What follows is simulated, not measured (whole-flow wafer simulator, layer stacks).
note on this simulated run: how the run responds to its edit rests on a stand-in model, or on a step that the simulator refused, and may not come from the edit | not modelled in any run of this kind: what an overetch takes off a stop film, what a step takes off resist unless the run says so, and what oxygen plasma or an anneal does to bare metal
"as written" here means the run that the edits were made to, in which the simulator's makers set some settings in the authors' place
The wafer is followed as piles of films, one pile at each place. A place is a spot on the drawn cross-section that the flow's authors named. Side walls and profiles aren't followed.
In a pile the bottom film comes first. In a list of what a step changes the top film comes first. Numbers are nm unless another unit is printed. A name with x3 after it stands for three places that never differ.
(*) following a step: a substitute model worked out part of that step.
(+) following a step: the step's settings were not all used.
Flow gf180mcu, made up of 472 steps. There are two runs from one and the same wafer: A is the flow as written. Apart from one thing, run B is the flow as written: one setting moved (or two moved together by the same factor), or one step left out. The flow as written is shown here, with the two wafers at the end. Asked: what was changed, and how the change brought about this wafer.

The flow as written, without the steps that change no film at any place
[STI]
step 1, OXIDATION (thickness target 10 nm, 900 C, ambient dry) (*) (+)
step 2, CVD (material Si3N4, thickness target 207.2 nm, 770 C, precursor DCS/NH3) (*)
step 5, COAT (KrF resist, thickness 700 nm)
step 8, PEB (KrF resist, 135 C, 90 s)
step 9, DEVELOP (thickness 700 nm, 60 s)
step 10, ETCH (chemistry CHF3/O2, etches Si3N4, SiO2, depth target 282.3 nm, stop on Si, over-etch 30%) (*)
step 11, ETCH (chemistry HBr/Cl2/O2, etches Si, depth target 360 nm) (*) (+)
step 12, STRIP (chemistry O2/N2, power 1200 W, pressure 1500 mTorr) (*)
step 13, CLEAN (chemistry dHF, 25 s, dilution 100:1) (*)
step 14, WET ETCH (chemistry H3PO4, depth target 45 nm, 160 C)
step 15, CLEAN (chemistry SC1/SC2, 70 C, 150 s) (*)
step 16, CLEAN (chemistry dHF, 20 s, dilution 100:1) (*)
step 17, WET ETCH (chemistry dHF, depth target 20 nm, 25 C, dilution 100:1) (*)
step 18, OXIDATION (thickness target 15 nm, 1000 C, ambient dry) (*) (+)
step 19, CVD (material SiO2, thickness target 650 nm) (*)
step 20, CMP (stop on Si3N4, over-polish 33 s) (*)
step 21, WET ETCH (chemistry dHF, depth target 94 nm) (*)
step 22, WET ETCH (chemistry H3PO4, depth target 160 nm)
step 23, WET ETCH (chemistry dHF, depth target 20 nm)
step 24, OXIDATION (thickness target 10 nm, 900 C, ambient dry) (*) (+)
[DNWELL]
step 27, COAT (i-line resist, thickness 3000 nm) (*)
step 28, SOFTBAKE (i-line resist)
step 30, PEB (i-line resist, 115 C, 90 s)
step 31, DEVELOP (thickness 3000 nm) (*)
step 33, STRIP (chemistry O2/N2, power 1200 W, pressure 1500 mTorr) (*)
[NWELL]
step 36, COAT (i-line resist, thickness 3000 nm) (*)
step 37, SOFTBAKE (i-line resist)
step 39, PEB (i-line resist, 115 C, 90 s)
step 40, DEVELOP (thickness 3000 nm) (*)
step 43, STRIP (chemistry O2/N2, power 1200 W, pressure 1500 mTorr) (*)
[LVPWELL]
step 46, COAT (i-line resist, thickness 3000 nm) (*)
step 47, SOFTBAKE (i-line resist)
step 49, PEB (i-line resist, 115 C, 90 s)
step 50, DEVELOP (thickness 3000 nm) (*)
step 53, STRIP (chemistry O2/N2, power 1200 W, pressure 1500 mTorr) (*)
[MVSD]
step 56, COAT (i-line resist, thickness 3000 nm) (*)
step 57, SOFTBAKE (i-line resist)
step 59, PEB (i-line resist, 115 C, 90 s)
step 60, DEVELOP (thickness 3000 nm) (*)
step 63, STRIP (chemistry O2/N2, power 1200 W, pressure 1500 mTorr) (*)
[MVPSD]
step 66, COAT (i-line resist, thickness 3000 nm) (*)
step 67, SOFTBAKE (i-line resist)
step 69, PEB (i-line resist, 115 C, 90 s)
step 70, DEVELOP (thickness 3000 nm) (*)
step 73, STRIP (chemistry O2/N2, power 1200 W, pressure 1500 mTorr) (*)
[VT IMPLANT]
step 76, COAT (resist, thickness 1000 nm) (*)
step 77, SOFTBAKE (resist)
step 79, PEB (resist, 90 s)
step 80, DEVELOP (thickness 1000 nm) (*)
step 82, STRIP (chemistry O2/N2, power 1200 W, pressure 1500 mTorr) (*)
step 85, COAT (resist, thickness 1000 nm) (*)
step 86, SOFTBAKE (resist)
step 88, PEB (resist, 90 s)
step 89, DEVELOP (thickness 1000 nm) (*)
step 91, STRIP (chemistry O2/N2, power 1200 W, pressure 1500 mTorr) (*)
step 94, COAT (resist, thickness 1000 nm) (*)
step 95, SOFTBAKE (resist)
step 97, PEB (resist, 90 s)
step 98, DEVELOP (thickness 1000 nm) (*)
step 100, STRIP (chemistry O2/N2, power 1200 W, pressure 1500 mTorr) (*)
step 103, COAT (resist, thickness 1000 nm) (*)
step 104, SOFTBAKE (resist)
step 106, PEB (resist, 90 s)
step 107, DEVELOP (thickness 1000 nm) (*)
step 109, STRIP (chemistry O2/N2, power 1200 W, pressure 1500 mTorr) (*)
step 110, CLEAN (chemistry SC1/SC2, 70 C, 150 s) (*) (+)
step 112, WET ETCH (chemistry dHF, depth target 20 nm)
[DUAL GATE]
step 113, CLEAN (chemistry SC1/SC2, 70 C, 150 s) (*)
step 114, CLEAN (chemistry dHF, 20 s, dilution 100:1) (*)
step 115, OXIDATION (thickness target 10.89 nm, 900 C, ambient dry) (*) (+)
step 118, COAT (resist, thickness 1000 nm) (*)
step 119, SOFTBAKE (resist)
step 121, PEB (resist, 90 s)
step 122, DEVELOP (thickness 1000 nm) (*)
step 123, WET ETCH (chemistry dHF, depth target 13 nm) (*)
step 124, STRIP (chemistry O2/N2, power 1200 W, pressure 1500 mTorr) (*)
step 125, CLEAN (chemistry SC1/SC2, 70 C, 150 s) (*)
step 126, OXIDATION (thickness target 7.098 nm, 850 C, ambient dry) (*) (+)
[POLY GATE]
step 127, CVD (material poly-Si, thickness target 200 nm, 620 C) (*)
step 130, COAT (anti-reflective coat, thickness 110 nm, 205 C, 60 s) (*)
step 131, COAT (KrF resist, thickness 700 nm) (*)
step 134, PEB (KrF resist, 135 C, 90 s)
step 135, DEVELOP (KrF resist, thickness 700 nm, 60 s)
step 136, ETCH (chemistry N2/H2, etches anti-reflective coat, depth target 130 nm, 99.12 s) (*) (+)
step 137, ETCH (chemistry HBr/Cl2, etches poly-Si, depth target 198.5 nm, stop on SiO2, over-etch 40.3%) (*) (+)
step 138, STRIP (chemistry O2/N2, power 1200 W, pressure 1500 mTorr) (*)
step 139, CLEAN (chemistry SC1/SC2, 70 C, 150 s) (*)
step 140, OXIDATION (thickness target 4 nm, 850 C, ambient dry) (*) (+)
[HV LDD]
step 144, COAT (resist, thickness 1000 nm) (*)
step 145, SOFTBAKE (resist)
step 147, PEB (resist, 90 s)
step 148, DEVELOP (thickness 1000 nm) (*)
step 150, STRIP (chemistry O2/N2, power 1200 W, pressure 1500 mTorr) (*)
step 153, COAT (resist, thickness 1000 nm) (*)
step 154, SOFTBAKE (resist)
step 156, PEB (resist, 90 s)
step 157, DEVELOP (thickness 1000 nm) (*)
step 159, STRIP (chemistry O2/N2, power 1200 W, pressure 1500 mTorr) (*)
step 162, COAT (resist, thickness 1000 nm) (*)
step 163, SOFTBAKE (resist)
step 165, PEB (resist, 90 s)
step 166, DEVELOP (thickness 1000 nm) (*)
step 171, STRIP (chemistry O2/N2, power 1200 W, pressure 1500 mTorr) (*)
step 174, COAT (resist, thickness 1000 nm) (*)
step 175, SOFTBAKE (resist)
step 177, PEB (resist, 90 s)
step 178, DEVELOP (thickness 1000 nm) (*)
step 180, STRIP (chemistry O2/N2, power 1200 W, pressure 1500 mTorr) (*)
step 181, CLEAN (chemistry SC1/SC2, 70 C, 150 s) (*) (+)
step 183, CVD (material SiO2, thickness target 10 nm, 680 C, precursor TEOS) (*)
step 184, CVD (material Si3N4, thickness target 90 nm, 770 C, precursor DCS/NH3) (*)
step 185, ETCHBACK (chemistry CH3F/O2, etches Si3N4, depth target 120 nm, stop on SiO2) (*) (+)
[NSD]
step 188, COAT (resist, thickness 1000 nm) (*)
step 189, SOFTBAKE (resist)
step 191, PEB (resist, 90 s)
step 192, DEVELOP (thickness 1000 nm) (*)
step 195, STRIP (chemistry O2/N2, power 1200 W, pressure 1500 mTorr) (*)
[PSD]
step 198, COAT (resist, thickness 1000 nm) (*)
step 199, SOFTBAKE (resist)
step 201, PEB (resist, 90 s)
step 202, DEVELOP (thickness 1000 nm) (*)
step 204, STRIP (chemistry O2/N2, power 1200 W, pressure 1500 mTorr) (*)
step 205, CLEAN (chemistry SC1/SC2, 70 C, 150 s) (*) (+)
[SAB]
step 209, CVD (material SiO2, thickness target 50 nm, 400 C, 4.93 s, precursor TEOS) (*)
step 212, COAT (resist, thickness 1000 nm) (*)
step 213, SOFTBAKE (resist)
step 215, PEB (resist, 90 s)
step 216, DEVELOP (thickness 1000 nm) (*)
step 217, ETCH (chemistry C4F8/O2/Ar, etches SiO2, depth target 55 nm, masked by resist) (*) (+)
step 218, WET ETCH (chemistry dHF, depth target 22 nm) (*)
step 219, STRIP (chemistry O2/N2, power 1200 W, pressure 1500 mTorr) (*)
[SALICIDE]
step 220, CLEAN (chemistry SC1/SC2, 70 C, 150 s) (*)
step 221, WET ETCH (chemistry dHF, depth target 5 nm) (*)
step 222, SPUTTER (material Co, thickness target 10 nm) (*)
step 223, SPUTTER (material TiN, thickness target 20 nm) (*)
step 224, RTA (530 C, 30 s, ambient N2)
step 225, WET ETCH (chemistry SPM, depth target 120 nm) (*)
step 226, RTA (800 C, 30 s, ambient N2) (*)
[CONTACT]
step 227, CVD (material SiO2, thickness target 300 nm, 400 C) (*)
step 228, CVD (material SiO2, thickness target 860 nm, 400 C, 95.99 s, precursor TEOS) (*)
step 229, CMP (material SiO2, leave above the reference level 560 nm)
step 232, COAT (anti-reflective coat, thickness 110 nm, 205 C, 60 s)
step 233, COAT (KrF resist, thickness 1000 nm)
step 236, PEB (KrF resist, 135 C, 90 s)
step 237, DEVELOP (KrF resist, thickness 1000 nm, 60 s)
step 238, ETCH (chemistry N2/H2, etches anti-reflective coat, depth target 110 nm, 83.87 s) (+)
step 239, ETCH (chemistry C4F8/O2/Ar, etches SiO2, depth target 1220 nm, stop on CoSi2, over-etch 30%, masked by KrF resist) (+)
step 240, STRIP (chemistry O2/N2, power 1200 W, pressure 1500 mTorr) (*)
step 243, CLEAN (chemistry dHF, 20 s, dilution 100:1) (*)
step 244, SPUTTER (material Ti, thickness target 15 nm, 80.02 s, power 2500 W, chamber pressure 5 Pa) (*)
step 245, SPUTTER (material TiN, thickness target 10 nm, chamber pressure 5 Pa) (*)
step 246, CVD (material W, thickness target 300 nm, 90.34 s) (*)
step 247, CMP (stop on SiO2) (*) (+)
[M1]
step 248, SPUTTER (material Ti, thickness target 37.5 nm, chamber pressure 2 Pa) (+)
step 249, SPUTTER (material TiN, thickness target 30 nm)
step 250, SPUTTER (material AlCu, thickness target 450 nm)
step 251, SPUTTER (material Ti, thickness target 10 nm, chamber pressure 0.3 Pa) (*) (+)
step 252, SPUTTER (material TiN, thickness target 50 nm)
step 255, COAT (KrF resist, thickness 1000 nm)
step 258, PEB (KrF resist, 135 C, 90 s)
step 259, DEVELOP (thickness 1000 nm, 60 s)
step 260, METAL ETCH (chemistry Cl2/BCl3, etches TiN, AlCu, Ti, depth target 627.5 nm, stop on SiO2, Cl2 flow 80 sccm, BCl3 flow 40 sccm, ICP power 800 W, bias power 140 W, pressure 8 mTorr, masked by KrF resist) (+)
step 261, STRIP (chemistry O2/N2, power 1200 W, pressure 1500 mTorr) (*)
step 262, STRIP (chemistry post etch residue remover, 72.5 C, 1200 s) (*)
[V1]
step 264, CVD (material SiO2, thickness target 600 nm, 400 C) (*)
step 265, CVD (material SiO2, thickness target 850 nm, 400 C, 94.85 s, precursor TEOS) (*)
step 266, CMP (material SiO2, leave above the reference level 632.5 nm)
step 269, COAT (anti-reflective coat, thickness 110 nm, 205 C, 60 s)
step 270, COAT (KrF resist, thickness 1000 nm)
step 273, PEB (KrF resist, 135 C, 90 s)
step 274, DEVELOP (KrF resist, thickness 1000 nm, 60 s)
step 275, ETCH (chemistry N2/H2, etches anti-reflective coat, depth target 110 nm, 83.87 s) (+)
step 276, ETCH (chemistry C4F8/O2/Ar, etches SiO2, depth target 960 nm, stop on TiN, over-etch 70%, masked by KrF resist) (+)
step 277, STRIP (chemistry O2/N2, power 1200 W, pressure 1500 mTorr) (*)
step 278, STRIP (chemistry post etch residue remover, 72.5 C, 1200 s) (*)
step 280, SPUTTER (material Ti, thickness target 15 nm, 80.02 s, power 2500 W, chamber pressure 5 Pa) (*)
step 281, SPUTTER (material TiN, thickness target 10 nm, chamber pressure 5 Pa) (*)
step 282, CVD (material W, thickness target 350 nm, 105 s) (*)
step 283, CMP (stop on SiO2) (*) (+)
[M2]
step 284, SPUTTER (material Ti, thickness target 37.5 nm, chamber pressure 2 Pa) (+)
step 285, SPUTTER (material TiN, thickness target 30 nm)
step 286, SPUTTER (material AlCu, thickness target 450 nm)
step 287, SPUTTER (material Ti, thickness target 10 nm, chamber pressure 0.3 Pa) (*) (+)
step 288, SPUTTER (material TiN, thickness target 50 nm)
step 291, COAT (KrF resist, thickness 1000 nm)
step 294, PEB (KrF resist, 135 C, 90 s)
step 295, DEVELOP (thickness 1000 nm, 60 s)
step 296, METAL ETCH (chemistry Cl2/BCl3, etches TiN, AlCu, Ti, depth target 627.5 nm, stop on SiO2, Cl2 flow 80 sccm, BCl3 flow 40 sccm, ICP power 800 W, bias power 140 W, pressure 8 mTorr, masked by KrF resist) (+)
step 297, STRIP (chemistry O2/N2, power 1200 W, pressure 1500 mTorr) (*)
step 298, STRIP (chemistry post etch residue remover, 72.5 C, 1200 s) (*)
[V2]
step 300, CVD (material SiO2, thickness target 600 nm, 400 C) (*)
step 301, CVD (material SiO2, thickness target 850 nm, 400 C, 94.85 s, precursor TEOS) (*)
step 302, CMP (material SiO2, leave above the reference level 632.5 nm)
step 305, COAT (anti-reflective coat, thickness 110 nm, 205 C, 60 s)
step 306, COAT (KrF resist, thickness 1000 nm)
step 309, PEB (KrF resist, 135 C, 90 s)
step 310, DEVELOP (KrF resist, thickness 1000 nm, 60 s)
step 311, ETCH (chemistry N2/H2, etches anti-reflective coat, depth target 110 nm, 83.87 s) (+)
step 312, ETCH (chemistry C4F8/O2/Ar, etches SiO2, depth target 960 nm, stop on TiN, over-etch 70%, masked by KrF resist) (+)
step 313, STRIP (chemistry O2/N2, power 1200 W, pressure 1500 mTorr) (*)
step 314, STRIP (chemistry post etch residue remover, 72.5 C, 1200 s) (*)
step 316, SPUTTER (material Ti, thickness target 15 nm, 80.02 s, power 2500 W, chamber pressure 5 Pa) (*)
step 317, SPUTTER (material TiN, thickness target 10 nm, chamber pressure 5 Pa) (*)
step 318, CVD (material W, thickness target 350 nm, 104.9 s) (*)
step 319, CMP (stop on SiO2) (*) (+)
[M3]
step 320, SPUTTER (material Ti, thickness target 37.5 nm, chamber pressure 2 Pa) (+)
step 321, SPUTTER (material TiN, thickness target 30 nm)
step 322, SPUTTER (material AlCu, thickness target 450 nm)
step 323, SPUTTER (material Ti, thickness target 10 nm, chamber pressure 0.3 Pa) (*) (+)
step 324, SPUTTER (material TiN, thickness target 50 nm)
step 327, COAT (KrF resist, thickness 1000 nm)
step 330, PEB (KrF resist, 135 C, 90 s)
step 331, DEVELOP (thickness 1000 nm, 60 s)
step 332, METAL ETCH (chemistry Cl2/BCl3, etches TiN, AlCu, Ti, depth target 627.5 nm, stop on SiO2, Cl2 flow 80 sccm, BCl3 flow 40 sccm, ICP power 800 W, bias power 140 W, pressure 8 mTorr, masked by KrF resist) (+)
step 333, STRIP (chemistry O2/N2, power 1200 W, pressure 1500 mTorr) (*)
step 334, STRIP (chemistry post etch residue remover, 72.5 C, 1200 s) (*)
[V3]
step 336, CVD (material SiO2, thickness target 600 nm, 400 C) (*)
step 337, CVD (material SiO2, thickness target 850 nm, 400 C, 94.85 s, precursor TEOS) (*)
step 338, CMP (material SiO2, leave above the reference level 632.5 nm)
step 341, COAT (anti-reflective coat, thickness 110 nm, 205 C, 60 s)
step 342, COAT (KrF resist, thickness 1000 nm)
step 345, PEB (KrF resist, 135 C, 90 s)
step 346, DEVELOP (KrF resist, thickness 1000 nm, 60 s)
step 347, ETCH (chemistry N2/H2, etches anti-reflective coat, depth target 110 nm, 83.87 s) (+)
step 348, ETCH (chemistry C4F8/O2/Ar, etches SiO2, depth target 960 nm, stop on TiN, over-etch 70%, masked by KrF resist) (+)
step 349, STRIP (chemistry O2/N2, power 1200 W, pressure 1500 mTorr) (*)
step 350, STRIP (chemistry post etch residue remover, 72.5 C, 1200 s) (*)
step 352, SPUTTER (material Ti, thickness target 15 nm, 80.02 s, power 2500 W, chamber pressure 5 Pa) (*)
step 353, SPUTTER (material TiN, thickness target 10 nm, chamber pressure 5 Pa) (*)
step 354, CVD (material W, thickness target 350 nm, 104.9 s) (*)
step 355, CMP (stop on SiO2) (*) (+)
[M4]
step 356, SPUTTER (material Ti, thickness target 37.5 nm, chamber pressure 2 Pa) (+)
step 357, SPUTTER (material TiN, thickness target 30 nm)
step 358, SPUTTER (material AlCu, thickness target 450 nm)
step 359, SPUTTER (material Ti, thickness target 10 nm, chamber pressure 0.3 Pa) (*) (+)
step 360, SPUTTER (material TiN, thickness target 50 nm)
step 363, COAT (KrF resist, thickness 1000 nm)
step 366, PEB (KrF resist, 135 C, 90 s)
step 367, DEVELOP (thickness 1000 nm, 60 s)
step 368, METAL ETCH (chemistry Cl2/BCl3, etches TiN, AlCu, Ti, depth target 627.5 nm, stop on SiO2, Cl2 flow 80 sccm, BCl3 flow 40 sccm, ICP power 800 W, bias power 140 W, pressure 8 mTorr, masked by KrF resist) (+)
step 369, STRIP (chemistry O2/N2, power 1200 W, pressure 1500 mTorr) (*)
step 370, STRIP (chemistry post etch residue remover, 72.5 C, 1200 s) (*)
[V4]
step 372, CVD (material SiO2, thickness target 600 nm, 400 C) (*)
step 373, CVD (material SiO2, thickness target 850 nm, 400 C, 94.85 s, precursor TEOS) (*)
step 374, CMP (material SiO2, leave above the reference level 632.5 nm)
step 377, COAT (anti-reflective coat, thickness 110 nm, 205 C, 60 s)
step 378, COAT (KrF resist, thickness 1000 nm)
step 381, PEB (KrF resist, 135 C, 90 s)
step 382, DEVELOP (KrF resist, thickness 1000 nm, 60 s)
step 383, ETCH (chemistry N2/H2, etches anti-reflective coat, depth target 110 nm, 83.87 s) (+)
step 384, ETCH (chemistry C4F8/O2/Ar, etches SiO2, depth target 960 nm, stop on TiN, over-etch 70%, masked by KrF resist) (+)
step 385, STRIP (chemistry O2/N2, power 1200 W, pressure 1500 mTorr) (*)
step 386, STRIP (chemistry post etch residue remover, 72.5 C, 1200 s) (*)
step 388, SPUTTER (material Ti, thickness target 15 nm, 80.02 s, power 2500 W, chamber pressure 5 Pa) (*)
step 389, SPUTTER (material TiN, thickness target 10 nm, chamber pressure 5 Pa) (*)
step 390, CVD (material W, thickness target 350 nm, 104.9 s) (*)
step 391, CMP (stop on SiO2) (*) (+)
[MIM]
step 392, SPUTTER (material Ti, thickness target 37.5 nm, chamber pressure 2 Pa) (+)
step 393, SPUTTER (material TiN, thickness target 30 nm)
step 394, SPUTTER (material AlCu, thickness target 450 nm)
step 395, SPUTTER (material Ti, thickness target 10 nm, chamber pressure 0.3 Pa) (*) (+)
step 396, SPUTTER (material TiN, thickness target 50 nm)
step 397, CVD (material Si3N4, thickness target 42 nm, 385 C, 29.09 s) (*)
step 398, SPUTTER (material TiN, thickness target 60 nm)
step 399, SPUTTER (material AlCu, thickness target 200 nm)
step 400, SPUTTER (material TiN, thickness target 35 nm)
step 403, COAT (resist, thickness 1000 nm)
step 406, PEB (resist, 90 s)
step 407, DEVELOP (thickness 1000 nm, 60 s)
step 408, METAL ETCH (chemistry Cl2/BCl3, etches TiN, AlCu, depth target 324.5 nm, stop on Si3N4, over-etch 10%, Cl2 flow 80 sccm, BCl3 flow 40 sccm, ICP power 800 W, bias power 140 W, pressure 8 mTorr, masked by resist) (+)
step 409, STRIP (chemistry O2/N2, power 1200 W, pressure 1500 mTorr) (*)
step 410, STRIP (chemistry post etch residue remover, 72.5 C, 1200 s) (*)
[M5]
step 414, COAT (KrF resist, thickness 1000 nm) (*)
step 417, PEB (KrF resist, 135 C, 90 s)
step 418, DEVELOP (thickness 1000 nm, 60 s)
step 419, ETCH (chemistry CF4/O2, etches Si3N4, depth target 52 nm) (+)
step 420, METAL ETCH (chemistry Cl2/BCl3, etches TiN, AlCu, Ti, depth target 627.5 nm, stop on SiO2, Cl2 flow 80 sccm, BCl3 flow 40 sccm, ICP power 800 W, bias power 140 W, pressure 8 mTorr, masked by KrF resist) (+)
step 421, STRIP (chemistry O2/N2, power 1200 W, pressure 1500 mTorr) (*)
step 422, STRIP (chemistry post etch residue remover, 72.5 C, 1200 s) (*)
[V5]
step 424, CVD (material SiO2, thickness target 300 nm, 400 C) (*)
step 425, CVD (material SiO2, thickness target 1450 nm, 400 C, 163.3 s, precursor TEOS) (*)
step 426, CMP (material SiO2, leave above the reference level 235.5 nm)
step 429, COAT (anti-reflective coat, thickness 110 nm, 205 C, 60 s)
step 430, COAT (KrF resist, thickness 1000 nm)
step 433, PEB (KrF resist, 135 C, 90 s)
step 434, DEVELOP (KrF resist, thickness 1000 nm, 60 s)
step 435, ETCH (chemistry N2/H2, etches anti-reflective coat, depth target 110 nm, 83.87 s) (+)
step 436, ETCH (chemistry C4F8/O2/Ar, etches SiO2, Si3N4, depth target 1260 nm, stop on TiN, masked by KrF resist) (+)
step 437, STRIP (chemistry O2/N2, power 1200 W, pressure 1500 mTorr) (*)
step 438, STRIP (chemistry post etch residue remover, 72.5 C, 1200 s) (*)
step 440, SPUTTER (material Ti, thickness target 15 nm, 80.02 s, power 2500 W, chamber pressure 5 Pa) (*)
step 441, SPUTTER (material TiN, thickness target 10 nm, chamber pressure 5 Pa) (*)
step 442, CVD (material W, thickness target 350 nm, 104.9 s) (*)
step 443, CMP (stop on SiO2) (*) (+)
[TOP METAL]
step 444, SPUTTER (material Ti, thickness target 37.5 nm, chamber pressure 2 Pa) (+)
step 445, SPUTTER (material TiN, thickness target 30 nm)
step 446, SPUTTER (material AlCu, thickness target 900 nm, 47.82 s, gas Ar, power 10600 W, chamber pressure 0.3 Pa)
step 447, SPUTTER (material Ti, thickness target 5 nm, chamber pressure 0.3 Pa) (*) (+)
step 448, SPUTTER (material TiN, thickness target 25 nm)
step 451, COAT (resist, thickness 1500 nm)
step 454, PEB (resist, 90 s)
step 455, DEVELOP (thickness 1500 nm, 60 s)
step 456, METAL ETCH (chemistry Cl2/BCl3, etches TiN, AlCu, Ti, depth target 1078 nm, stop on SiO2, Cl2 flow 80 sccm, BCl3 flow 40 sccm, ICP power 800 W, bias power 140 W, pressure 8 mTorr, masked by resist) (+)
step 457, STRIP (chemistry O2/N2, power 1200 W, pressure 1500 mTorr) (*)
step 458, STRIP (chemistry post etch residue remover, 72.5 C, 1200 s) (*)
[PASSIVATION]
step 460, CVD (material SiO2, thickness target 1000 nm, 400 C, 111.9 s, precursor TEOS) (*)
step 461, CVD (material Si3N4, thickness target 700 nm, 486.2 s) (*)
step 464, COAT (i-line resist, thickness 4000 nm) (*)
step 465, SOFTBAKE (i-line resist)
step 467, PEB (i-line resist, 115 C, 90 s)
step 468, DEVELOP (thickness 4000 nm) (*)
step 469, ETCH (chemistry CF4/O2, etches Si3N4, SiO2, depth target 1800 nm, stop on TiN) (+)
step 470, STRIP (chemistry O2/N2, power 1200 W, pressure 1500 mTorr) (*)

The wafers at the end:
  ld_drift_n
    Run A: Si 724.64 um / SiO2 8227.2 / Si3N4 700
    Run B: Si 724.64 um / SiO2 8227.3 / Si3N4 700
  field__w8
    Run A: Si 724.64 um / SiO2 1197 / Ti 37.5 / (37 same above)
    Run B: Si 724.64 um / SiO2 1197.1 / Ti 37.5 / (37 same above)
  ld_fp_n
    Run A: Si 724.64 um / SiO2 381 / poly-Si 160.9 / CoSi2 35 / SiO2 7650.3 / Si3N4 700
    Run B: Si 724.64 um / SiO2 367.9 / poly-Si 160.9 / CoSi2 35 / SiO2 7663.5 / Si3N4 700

The reason: step 112, WET ETCH: depth target 32 nm was run, though the flow has depth target 20 nm.

Step by step, how the change led to this:
  step 112, WET ETCH (chemistry dHF, depth target 20 nm)
      field, field__w2, field__w3 and 43 more: A -22 SiO2 | B -35.2 SiO2
  step 130, COAT (anti-reflective coat, thickness 110 nm, 205 C, 60 s) (*)
      p_well, spacer, sd_n: A +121 anti-reflective coat (new film) | B +108.3 anti-reflective coat (new film)
      field__w1: A +99.6 anti-reflective coat (new film) | B +107.3 anti-reflective coat (new film)
      (also at 71 further places)
  step 136, ETCH (chemistry N2/H2, etches anti-reflective coat, depth target 130 nm, 99.12 s) (*) (+)
      p_well, spacer, sd_n: A -121 anti-reflective coat (all of it), -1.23 poly-Si | B -108.3 anti-reflective coat (all of it), -1.56 poly-Si
      field__w1: A -99.6 anti-reflective coat (all of it), -1.78 poly-Si | B -107.3 anti-reflective coat (all of it), -1.58 poly-Si
      (also at 50 further places)
  step 138, STRIP (chemistry O2/N2, power 1200 W, pressure 1500 mTorr) (*)
      gate: A +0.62 chemical SiO2 (new film), -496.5 KrF resist (all of it), -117 anti-reflective coat (all of it), -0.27 poly-Si | B +0.62 chemical SiO2 (new film), -495.5 KrF resist (all of it), -111.2 anti-reflective coat (all of it), -0.27 poly-Si
      gate_hv: A +0.62 chemical SiO2 (new film), -495.3 KrF resist (all of it), -109.8 anti-reflective coat (all of it), -0.27 poly-Si | B +0.62 chemical SiO2 (new film), -493.1 KrF resist (all of it), -106.5 anti-reflective coat (all of it), -0.27 poly-Si
      (also at 19 further places)
  step 144, COAT (resist, thickness 1000 nm) (*)
      field__w6: A +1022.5 resist (new film) | B +1052.7 resist (new film)
  step 145, SOFTBAKE (resist)
      field: A nothing | B +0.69 resist
      nw_enc_fld_lv__w3: A +0.39 resist | B -0.38 resist
      (also at 1 further place)
  step 147, PEB (resist, 90 s)
      field__w6: A -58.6 resist | B -60.6 resist
  step 150, STRIP (chemistry O2/N2, power 1200 W, pressure 1500 mTorr) (*)
      field__w6: A -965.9 resist (all of it) | B -995.3 resist (all of it)
  step 153, COAT (resist, thickness 1000 nm) (*)
      field__w6: A +1022.5 resist (new film) | B +1052.7 resist (new film)
  step 154, SOFTBAKE (resist)
      field: A nothing | B +0.69 resist
      nw_enc_fld_lv__w3: A +0.39 resist | B -0.38 resist
      (also at 1 further place)
  step 156, PEB (resist, 90 s)
      field__w6: A -58.6 resist | B -60.6 resist
  step 159, STRIP (chemistry O2/N2, power 1200 W, pressure 1500 mTorr) (*)
      field__w6: A -965.9 resist (all of it) | B -995.3 resist (all of it)
  step 162, COAT (resist, thickness 1000 nm) (*)
      field__w6: A +1022.5 resist (new film) | B +1052.7 resist (new film)
  step 163, SOFTBAKE (resist)
      field: A nothing | B +0.69 resist
      nw_enc_fld_lv__w3: A +0.39 resist | B -0.38 resist
      (also at 1 further place)
  step 165, PEB (resist, 90 s)
      field__w6: A -58.6 resist | B -60.6 resist
  step 166, DEVELOP (thickness 1000 nm) (*)
      field__w6: A -965.9 resist (all of it) | B -995.3 resist (all of it)
  ... 11 other steps ...
  step 239, ETCH (chemistry C4F8/O2/Ar, etches SiO2, depth target 1220 nm, stop on CoSi2, over-etch 30%, masked by KrF resist) (+)
      polyc_n, polyc_p: A -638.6 SiO2 (all of it) | B -651.7 SiO2 (all of it)
